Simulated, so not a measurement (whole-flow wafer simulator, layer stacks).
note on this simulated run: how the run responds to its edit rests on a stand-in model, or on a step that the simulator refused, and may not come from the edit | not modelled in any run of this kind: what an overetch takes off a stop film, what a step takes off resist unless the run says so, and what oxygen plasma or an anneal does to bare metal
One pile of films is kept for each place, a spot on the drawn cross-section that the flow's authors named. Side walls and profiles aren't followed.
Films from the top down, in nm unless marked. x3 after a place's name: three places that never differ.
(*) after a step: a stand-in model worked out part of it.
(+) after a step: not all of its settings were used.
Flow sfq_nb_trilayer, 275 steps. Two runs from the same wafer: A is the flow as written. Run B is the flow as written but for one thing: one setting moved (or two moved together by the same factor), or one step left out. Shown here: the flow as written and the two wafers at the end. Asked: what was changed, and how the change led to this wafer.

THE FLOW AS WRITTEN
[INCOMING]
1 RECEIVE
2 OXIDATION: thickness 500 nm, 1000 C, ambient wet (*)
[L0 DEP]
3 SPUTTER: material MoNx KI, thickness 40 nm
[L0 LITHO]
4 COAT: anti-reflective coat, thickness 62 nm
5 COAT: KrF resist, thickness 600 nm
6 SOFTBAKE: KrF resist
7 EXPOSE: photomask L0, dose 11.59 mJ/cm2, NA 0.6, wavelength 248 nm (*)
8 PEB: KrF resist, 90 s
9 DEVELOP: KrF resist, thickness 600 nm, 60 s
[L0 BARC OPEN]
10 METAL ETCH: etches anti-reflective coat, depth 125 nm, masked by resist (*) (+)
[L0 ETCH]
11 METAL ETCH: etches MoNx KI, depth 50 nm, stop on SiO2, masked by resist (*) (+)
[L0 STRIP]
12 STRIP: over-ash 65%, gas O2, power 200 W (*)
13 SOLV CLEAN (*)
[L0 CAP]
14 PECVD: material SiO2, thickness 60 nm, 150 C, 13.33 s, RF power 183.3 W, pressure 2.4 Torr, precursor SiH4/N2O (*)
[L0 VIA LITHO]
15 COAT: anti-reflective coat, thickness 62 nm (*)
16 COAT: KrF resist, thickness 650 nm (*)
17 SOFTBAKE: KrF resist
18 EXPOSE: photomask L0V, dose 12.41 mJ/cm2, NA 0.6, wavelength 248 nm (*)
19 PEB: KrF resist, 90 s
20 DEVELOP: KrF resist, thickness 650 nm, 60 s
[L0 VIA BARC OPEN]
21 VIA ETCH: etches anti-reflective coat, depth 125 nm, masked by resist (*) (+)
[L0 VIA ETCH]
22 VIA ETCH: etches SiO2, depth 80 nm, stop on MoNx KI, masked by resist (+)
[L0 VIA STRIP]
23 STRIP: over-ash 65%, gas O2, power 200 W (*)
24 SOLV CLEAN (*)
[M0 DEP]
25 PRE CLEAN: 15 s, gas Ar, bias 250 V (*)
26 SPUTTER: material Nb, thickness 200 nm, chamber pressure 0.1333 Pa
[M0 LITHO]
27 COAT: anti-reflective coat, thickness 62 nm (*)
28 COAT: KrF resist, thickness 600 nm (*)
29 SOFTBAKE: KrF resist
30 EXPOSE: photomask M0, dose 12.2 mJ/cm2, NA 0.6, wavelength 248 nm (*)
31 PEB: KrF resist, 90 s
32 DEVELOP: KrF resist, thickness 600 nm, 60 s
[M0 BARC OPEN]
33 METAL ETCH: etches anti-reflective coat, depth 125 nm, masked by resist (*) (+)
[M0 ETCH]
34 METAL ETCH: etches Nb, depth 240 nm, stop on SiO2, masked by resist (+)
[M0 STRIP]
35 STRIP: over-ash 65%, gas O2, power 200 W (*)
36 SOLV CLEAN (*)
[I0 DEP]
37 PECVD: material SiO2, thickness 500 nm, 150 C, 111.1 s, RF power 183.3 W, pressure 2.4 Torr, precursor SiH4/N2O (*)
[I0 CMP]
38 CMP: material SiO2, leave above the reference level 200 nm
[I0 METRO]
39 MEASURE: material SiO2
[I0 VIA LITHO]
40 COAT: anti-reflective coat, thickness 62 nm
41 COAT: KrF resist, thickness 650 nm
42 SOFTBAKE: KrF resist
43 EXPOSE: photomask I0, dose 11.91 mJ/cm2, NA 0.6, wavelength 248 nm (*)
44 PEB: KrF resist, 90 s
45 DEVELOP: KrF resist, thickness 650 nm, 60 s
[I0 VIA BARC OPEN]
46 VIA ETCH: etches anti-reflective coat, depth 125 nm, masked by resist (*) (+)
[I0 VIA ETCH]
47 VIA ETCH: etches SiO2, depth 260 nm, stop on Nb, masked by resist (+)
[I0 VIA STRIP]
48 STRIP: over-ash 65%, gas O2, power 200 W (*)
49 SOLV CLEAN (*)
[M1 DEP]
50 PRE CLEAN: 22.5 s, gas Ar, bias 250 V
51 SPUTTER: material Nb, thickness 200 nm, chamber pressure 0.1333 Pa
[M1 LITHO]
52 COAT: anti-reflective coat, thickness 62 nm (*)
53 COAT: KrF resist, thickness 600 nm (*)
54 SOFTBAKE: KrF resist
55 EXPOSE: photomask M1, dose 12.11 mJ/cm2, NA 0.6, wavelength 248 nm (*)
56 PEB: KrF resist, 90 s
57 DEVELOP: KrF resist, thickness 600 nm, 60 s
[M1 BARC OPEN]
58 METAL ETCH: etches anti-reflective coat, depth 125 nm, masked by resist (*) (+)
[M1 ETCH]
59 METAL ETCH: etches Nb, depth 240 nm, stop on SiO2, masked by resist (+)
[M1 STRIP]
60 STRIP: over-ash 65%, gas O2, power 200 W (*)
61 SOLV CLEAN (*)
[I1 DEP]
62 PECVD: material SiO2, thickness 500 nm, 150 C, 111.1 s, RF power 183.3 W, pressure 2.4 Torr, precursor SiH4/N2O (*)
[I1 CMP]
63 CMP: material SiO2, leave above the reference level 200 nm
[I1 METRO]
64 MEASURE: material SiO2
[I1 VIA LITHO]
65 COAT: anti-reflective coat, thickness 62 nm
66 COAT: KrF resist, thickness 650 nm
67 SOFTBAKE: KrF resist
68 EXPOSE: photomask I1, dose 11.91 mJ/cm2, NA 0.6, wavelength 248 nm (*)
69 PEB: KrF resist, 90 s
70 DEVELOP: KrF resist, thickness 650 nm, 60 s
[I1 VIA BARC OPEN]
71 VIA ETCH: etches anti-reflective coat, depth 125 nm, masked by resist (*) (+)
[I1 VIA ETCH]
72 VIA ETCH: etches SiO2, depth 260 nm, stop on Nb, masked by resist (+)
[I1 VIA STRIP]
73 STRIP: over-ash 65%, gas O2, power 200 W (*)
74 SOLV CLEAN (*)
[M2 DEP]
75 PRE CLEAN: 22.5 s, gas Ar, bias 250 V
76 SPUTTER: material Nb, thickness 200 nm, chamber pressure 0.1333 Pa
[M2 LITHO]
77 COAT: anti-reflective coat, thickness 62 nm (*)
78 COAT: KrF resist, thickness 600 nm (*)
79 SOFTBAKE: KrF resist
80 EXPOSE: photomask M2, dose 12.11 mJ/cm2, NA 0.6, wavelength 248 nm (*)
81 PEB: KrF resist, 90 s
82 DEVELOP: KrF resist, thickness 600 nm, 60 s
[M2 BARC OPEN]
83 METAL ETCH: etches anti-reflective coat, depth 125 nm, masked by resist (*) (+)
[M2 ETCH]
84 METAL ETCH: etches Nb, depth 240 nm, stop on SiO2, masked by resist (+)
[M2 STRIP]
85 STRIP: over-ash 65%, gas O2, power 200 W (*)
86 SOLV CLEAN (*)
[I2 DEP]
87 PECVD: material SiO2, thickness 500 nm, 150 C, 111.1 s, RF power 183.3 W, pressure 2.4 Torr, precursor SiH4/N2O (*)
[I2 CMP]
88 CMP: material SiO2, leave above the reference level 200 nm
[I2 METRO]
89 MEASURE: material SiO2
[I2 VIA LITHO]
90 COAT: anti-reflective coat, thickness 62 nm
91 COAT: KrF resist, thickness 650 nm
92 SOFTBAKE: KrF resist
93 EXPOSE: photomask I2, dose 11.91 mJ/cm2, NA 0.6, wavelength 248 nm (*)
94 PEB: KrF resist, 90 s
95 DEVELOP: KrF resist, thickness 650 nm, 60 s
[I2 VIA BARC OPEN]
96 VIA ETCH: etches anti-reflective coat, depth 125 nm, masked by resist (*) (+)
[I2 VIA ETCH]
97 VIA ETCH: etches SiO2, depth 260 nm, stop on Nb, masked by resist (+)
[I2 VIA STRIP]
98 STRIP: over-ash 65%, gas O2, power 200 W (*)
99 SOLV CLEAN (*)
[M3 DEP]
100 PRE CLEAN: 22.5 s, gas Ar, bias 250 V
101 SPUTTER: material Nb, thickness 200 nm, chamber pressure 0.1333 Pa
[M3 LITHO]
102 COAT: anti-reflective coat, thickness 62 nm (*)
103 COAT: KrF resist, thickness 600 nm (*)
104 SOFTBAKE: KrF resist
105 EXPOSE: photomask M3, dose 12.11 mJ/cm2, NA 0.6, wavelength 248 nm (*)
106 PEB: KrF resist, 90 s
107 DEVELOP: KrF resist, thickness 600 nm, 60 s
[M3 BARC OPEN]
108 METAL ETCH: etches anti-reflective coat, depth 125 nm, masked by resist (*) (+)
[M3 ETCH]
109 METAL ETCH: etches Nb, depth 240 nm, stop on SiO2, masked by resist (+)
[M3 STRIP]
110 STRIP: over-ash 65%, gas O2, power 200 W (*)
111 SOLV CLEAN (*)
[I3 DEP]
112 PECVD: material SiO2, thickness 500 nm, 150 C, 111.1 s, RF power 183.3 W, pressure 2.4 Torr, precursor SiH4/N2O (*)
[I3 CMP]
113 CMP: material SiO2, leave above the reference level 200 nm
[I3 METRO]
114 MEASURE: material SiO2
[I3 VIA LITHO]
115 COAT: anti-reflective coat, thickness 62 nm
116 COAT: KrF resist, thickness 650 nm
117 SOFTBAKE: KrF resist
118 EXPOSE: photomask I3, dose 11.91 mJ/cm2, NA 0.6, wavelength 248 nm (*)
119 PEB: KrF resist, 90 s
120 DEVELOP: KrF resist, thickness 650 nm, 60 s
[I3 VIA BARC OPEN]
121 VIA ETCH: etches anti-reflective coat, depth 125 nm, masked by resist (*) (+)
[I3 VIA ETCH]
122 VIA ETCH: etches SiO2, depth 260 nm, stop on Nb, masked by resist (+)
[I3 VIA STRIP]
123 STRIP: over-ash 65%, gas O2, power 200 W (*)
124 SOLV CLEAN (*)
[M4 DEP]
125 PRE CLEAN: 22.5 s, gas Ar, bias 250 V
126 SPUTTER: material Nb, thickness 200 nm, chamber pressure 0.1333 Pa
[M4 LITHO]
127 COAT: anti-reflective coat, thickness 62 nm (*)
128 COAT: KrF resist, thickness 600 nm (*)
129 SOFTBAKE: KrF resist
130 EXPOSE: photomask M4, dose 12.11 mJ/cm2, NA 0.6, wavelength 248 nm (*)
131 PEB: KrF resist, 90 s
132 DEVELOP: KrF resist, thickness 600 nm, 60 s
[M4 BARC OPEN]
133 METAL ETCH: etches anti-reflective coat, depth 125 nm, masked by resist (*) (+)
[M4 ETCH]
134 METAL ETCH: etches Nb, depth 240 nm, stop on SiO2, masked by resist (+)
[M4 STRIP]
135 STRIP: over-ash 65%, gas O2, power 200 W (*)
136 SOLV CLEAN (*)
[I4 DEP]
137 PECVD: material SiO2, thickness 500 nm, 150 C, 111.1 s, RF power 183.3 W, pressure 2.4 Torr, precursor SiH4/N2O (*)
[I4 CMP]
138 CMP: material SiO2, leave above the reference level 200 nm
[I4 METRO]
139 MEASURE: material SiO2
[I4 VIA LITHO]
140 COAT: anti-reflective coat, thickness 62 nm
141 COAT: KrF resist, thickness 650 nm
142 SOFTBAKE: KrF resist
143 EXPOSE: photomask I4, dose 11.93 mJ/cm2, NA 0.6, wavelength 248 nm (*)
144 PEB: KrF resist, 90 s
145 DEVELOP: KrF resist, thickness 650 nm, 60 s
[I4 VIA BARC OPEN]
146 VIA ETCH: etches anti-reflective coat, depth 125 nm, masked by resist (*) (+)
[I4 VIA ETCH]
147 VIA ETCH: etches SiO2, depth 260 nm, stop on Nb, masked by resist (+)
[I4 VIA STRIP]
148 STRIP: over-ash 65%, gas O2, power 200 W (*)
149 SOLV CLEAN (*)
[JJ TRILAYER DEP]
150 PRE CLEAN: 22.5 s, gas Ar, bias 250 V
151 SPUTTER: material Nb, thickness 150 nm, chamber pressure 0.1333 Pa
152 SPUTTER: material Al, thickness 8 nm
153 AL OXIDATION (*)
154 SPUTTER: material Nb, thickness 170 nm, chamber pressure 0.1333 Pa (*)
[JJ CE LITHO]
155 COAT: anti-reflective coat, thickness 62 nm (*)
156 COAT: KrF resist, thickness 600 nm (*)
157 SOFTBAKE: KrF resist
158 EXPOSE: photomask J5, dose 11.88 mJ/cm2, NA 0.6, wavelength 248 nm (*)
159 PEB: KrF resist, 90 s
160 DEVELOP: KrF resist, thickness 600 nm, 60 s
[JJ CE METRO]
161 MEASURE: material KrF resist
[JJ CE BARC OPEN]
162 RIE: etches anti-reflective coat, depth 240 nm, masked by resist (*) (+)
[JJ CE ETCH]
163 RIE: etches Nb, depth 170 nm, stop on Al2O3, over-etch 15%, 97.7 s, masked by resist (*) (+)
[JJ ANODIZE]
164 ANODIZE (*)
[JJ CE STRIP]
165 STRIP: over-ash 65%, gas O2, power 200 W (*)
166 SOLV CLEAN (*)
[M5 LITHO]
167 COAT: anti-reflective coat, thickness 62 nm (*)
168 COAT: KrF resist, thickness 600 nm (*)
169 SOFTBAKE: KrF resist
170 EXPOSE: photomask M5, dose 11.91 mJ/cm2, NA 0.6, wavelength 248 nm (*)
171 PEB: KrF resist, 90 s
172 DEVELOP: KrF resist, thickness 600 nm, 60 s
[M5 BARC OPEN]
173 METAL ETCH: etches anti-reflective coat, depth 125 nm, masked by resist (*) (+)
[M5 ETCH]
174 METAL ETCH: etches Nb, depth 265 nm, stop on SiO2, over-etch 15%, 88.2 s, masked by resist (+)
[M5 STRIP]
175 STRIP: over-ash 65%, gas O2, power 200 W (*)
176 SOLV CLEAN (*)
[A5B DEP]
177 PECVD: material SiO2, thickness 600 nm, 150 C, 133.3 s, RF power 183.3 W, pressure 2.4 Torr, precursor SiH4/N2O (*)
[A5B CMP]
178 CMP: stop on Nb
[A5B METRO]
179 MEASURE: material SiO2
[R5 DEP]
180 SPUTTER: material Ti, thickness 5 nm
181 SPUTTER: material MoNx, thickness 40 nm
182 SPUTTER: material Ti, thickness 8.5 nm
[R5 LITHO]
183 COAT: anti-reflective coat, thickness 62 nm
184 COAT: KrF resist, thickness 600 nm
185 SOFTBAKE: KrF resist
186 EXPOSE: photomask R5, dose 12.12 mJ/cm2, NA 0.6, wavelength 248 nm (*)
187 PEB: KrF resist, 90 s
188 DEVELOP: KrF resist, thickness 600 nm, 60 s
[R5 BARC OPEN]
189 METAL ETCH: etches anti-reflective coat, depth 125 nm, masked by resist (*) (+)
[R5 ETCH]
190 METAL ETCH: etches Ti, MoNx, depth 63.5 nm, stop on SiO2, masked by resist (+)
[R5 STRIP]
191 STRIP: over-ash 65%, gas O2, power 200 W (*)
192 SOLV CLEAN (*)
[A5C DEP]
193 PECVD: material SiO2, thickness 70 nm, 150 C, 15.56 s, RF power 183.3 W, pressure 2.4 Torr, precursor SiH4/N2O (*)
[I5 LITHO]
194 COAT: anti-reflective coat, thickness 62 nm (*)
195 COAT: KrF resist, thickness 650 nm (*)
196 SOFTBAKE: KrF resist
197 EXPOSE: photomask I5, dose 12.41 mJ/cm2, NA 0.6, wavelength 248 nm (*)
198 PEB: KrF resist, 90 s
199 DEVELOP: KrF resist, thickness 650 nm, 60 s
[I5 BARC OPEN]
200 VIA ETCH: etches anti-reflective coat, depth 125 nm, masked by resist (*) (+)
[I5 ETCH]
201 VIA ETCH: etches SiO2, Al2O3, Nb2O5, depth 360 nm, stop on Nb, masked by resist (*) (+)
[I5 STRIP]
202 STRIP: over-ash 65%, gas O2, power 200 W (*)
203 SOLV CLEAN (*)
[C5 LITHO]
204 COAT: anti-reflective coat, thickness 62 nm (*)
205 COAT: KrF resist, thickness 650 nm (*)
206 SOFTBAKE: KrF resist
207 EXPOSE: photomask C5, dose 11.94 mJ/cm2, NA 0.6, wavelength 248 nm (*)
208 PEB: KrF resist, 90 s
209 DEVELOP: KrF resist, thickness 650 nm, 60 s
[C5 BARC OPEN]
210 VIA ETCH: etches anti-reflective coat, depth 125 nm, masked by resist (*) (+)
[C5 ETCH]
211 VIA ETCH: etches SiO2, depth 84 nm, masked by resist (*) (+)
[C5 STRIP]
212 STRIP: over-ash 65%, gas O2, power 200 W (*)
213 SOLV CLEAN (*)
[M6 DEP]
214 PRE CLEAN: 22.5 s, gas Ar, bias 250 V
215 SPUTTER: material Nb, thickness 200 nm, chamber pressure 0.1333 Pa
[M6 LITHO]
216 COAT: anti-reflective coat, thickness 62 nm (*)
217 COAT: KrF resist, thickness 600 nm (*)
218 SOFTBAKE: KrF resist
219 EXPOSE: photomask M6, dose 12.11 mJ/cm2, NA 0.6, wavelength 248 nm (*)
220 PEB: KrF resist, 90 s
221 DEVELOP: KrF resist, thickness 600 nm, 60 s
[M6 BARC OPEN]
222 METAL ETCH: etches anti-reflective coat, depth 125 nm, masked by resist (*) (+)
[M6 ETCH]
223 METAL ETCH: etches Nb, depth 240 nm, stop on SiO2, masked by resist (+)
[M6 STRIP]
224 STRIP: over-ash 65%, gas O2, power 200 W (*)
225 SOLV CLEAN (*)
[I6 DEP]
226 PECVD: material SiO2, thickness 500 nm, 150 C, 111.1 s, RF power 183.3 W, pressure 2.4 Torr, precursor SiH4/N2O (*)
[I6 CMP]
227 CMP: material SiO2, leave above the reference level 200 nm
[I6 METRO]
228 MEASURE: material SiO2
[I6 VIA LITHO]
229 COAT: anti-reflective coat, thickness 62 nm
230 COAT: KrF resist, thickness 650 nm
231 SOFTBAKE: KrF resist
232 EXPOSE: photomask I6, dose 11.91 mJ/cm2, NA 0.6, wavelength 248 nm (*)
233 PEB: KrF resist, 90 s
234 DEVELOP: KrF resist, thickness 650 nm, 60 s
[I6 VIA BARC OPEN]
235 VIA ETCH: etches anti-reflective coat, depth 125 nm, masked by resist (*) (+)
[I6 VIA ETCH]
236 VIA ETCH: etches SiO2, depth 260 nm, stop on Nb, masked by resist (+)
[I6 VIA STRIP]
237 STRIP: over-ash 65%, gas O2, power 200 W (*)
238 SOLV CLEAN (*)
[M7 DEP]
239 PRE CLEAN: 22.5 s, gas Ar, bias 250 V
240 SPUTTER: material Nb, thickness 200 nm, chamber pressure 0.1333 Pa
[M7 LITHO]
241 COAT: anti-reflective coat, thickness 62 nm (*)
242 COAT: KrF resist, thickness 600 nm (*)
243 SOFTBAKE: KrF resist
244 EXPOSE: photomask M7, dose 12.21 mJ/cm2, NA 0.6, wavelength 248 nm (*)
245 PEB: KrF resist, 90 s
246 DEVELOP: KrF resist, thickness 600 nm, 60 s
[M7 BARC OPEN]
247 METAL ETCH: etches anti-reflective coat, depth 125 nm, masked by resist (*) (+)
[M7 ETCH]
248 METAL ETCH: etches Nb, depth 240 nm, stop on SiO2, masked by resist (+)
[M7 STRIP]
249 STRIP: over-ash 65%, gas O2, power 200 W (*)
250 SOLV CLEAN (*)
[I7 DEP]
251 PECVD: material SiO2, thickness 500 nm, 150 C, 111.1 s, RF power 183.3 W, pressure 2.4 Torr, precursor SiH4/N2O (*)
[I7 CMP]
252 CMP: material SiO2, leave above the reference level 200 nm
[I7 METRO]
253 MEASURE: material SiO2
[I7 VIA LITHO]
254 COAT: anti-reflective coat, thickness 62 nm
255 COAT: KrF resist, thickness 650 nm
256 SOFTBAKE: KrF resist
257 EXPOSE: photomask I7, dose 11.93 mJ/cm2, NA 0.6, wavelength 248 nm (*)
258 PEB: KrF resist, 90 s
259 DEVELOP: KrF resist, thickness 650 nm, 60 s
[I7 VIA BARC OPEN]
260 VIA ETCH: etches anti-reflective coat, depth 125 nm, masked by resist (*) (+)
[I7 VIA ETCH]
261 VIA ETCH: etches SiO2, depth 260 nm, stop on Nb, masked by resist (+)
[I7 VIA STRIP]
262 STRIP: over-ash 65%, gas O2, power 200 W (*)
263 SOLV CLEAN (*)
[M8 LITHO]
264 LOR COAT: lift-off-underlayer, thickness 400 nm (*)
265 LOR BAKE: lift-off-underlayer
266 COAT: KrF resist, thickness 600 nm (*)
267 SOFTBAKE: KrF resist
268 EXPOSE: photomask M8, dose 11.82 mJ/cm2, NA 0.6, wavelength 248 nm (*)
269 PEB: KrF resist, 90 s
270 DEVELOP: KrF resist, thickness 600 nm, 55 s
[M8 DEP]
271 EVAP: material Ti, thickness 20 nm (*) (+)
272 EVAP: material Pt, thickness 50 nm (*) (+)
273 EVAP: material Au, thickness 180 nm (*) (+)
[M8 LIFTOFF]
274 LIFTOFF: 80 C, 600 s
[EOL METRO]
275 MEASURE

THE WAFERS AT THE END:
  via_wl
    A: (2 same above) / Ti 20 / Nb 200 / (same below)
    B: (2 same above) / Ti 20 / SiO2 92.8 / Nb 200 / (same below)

The cause: step 261, VIA ETCH: depth 107 nm was run, where the flow has depth 260 nm.

How the change led to this, step by step:
  261 VIA ETCH: etches SiO2, depth 260 nm, stop on Nb, masked by resist (+)
      via_wl, via_w, via_wr: A SiO2 -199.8 (all of it) | B SiO2 -107
      field_l, v_sur, via_sp and 100 more: A KrF resist -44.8 | B KrF resist -18.4
  262 STRIP: over-ash 65%, gas O2, power 200 W (*)
      field_l, v_sur, via_sp and 100 more: A KrF resist -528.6 (all of it), anti-reflective coat -62 (all of it) | B KrF resist -555 (all of it), anti-reflective coat -62 (all of it)
  264 LOR COAT: lift-off-underlayer, thickness 400 nm (*)
      via_wl, via_wr: A lift-off-underlayer +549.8 (new film) | B lift-off-underlayer +480.2 (new film)
      v_sur: A lift-off-underlayer +369.4 (new film) | B lift-off-underlayer +383.6 (new film)
      (and at 2 more places)
  266 COAT: KrF resist, thickness 600 nm (*)
      via_w: A KrF resist +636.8 (new film) | B KrF resist +619.7 (new film)
  270 DEVELOP: KrF resist, thickness 600 nm, 55 s
      v_sur: A KrF resist -607.3 (all of it), lift-off-underlayer -369.4 (all of it) | B KrF resist -603.4 (all of it), lift-off-underlayer -383.6 (all of it)
      via_wl: A KrF resist -623.9 (all of it), lift-off-underlayer -549.8 (all of it) | B KrF resist -612.2 (all of it), lift-off-underlayer -480.2 (all of it)
      (and at 3 more places)
Counting metal films that touch as one body, via_wl has 8 bodies (between them, from the top down: SiO2 92.8; SiO2 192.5; SiO2 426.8 / Al2O3 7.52 / Nb2O5 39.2; SiO2 192.5; SiO2 192.5; SiO2 192.5; SiO2 192.5); the flow as written gives 7 bodies (between them, from the top down: SiO2 192.5; SiO2 426.8 / Al2O3 7.52 / Nb2O5 39.2; SiO2 192.5; SiO2 192.5; SiO2 192.5; SiO2 192.5).
